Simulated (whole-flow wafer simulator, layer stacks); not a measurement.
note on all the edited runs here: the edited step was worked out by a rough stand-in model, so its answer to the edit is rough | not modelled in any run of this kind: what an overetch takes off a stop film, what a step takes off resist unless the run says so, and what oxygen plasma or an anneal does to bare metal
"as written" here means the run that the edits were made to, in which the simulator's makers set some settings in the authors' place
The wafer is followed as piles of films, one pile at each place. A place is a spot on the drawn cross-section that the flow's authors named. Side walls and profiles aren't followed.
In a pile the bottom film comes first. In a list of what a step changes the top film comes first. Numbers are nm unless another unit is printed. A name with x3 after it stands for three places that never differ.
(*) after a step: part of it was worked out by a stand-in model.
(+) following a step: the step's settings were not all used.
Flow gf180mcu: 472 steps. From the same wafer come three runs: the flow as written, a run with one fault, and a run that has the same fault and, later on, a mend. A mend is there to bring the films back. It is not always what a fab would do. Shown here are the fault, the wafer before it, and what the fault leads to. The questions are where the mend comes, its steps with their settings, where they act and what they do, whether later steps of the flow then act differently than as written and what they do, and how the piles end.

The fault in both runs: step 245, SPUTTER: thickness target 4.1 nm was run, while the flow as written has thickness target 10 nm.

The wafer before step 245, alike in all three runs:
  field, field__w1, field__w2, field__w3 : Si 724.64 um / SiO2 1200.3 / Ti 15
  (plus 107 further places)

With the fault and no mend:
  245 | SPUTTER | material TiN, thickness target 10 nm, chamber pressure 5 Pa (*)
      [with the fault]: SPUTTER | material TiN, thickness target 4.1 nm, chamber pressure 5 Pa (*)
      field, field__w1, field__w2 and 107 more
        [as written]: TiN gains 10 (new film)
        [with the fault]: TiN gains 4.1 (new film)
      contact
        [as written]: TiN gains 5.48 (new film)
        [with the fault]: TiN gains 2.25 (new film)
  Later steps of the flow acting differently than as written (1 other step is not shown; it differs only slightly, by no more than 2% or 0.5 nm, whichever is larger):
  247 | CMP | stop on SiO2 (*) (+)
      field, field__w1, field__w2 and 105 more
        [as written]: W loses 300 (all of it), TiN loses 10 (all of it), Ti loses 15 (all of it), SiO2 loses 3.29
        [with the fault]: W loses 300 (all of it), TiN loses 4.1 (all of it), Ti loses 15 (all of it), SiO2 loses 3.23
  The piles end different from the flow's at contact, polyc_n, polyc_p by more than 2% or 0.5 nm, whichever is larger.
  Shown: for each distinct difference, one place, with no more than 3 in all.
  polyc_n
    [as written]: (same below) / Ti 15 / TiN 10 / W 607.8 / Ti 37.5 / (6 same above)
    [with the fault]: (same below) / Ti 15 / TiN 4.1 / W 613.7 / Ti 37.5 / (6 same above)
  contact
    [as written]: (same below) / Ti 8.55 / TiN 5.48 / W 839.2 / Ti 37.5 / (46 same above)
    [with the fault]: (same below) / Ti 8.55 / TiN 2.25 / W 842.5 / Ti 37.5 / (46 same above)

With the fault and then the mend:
  After step 245 comes the mend.
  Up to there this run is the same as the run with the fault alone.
  245a | SPUTTER | material TiN, thickness target 5.9 nm, chamber pressure 5 Pa (*) (the flow's step 245 again, with other settings)
      field, field__w1, field__w2 and 107 more
        TiN gains 5.9
      contact
        TiN gains 3.23
  Every later step of the flow that is run acts as written at every place that is followed.
  By the end, the piles equal the flow's at every place that both follow.
